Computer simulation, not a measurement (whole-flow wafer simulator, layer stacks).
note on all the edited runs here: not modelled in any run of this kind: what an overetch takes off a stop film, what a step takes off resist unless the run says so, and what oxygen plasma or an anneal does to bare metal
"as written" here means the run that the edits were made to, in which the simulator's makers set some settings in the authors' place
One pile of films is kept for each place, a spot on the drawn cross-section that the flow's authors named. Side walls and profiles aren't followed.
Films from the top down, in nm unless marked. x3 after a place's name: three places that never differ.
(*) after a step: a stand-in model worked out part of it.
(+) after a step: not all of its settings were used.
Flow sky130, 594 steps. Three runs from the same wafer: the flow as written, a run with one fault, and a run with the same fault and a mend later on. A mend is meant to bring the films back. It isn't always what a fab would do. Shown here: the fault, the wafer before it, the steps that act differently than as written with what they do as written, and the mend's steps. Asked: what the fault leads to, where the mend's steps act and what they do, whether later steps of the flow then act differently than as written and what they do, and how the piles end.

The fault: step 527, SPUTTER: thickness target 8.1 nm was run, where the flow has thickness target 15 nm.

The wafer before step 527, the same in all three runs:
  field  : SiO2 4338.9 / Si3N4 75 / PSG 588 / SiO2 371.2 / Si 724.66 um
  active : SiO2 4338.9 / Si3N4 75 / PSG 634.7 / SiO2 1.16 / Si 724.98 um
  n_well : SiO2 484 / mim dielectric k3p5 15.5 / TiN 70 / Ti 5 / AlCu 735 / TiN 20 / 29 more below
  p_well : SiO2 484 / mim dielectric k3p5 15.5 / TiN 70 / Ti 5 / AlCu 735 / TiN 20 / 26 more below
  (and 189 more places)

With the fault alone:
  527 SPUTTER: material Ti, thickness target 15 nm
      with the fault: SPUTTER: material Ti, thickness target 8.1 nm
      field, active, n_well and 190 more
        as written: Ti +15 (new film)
        with the fault: Ti +8.1 (new film)
  Later steps of the flow that act differently than as written (19 more steps differ only slightly, by at most 2% or 0.5 nm, whichever is larger, and aren't shown):
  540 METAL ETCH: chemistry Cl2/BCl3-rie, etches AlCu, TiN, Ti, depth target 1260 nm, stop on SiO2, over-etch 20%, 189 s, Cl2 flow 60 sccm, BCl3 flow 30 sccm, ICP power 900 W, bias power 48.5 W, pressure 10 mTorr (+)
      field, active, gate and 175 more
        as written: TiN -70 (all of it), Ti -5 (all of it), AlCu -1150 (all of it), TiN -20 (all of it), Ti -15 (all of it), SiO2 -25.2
        with the fault: TiN -70 (all of it), Ti -5 (all of it), AlCu -1150 (all of it), TiN -20 (all of it), Ti -8.1 (all of it), SiO2 -25.9
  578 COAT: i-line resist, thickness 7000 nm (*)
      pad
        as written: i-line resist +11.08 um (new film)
        with the fault: i-line resist +11.09 um (new film)
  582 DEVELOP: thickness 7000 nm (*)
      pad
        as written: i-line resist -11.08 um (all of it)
        with the fault: i-line resist -11.09 um (all of it)
  At the end the piles differ from the flow's by more than 2% or 0.5 nm, whichever is larger, at n_well, p_well, sd_n and 12 more.
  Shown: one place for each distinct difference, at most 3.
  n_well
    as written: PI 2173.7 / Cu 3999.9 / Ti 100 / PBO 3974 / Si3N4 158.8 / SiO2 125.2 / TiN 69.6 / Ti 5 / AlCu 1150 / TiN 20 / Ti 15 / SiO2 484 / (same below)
    with the fault: PI 2174.5 / Cu 3999.9 / Ti 100 / PBO 3979 / Si3N4 158.8 / SiO2 125.2 / TiN 69.6 / Ti 5 / AlCu 1150 / TiN 20 / Ti 8.1 / SiO2 484 / (same below)
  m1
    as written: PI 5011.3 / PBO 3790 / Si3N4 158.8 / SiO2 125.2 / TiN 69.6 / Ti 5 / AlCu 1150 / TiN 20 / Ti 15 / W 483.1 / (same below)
    with the fault: PI 5011.6 / PBO 3795.7 / Si3N4 158.8 / SiO2 125.2 / TiN 69.6 / Ti 5 / AlCu 1150 / TiN 20 / Ti 8.1 / W 483.1 / (same below)
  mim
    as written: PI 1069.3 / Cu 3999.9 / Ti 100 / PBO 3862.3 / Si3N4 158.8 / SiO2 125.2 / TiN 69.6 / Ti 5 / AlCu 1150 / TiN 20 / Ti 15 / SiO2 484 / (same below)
    with the fault: PI 1069.9 / Cu 3999.9 / Ti 100 / PBO 3867.6 / Si3N4 158.8 / SiO2 125.2 / TiN 69.6 / Ti 5 / AlCu 1150 / TiN 20 / Ti 8.1 / SiO2 484 / (same below)

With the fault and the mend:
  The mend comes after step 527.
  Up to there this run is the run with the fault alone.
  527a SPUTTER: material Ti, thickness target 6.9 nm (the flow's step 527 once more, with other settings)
      field, active, n_well and 190 more
        Ti +6.9
  No later step of the flow acts differently than as written at any place that is followed.
  At the end the piles are the same as the flow's at every place that both follow.
